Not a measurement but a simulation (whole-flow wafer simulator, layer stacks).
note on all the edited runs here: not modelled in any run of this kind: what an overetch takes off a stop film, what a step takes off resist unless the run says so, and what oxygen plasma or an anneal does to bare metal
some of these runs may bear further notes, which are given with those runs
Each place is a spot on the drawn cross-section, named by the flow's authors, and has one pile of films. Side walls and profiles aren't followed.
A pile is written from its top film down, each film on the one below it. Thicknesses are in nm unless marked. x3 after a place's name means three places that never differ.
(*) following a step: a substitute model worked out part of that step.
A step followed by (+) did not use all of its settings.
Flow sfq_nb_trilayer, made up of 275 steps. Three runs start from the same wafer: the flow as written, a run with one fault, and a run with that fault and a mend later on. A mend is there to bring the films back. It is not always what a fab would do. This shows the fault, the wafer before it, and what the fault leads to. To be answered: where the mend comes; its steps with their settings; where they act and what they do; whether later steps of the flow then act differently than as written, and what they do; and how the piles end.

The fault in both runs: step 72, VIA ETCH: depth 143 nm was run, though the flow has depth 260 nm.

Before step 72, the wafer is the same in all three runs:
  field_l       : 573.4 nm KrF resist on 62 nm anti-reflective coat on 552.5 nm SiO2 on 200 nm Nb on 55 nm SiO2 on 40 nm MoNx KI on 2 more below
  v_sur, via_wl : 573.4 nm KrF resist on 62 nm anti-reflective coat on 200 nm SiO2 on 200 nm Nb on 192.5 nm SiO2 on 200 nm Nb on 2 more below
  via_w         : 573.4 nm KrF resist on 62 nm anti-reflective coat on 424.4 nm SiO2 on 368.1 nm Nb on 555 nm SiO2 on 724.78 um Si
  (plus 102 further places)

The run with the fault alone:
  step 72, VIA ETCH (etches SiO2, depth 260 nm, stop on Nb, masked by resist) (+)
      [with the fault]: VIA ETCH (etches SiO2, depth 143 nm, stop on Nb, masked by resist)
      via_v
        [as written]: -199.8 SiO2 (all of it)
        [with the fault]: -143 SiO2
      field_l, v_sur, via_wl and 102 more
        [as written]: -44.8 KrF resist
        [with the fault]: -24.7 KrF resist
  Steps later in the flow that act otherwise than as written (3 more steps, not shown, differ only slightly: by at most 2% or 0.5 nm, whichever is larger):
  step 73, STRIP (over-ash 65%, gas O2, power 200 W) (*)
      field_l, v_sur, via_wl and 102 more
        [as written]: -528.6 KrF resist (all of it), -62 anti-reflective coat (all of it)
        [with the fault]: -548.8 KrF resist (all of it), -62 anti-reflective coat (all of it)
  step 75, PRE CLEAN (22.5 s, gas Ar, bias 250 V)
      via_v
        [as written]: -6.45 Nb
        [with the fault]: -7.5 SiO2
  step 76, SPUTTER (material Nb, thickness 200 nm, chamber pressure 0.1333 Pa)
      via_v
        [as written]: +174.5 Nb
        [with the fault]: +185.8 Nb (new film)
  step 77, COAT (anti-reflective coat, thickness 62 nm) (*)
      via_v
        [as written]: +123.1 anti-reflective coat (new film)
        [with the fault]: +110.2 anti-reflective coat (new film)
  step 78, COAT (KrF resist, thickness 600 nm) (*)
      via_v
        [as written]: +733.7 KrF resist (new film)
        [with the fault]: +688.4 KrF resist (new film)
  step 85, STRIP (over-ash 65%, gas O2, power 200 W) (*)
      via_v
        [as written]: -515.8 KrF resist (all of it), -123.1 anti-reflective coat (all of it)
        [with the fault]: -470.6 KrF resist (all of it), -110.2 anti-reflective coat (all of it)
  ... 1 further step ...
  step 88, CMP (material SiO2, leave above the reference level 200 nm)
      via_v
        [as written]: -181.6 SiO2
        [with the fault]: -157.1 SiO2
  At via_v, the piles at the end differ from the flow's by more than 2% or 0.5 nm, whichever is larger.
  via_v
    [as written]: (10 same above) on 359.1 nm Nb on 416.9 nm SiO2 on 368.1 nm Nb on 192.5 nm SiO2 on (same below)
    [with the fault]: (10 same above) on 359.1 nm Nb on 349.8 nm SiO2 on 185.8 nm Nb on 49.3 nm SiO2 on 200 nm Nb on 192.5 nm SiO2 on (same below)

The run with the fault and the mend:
  After step 73 comes the mend.
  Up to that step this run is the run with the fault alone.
  step 73a, COAT (anti-reflective coat, thickness 62 nm) (*) (the flow's step 65 again)
      p4_fl x3, p4_w1 x9, p4_g1 x2 and 63 more
        +62 anti-reflective coat (new film)
      be_r, r_sur, res and 6 more
        +61.8 anti-reflective coat (new film)
      ce_l, c5j, ce_r, sp_r
        +61.7 anti-reflective coat (new film)
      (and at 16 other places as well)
  step 73b, COAT (KrF resist, thickness 650 nm) (*) (the flow's step 66 again)
      p4_fl x3, p4_w1 x9, p4_g1 x2 and 63 more
        +650 KrF resist (new film)
      lsp_l, ln_m5, lsp_m, ln_m6, lsp_r, l0_sur, l0v
        +649.7 KrF resist (new film)
      res, r_end, moat, field_r
        +649.6 KrF resist (new film)
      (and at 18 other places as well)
  step 73c, SOFTBAKE (KrF resist) (the flow's step 67 again)
      leaves every film unchanged at each place that is followed
  step 73d, EXPOSE (photomask I1, dose 11.91 mJ/cm2, NA 0.6, wavelength 248 nm) (*) (the flow's step 68 again)
      leaves every film unchanged at each place that is followed
  step 73e, PEB (KrF resist, 90 s) (the flow's step 69 again)
      ce_l, c5j, ce_r and 91 more
        -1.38 KrF resist
      field_l, v_sur, via_wl and 8 more
        -1.37 KrF resist
      via_v
        -1.58 KrF resist
  step 73f, DEVELOP (KrF resist, thickness 650 nm, 60 s) (the flow's step 70 again)
      field_l, v_sur, via_wl and 102 more
        -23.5 KrF resist
      via_v
        -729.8 KrF resist (all of it)
  step 73g, VIA ETCH (etches anti-reflective coat, depth 125 nm, masked by resist) (+) (the flow's step 71 again)
      field_l, v_sur, via_wl and 102 more
        -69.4 KrF resist
      via_v
        -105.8 anti-reflective coat (all of it), -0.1 SiO2
  step 73h, VIA ETCH (etches SiO2, depth 117 nm, stop on Nb, masked by resist) (+) (the flow's step 72 again, with other settings)
      field_l, v_sur, via_wl and 102 more
        -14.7 KrF resist
      via_v
        -56.7 SiO2 (all of it)
  step 73i, STRIP (over-ash 65%, gas O2, power 200 W) (*) (the flow's step 73 again)
      p4_fl x3, p4_w1 x9, p4_g1 x2 and 63 more
        -541 KrF resist (all of it), -62 anti-reflective coat (all of it)
      r_end, moat, field_r, lsp_l
        -540.6 KrF resist (all of it), -61.8 anti-reflective coat (all of it)
      ln_m6, lsp_r, l0_sur, l0v
        -540.7 KrF resist (all of it), -61.9 anti-reflective coat (all of it)
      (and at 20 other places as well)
  Every later step of the flow that is run acts as written, at every place that is followed, to within 2% or 0.5 nm, whichever is larger.
  At the end the piles are close to the flow's at the places that both follow, differing by at most 2% or 0.5 nm, whichever is larger.
